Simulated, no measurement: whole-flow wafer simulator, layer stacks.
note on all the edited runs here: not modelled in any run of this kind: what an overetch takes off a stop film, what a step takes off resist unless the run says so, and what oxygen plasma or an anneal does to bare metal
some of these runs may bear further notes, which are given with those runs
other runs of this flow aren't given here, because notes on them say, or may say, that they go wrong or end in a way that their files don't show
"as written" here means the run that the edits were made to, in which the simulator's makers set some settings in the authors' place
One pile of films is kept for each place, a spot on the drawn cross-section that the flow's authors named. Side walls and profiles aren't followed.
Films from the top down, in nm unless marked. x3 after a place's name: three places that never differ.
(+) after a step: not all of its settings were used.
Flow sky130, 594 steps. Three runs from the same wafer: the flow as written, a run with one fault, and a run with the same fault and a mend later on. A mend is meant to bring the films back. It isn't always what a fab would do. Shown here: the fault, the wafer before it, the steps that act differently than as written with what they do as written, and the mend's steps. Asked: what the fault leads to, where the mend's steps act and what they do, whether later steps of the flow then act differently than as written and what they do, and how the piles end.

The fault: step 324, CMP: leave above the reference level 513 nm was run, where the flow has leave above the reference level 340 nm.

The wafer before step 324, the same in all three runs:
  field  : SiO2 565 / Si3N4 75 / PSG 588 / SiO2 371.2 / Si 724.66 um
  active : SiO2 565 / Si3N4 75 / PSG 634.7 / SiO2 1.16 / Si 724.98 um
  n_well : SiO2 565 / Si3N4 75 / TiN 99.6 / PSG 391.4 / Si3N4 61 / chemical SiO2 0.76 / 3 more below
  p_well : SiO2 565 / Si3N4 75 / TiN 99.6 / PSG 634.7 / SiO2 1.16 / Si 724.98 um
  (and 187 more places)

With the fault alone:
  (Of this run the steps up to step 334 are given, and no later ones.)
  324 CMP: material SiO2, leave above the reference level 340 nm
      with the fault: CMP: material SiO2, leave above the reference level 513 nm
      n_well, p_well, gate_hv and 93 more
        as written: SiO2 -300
        with the fault: SiO2 -127
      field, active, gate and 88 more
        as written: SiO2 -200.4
        with the fault: SiO2 -27.4
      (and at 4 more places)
  Later steps of the flow that act differently than as written:
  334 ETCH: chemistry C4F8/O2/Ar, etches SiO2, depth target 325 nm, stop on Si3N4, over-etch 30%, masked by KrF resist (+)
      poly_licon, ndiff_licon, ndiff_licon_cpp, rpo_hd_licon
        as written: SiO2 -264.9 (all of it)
        with the fault: SiO2 -325
  After step 334 the piles differ from the flow's by more than 2% or 0.5 nm, whichever is larger, at field, active, n_well and 188 more.
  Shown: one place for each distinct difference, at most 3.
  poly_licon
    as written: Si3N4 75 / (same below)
    with the fault: SiO2 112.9 / Si3N4 75 / (same below)
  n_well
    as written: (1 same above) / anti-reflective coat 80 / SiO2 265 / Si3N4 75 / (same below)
    with the fault: (1 same above) / anti-reflective coat 80 / SiO2 438 / Si3N4 75 / (same below)
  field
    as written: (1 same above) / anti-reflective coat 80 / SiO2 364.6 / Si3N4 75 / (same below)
    with the fault: (1 same above) / anti-reflective coat 80 / SiO2 537.6 / Si3N4 75 / (same below)

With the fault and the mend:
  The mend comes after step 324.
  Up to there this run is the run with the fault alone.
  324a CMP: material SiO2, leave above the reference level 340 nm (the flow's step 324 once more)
      field, active, n_well and 188 more
        SiO2 -173
  No later step of the flow acts differently than as written at any place that is followed.
  At the end the piles are the same as the flow's at every place that both follow.
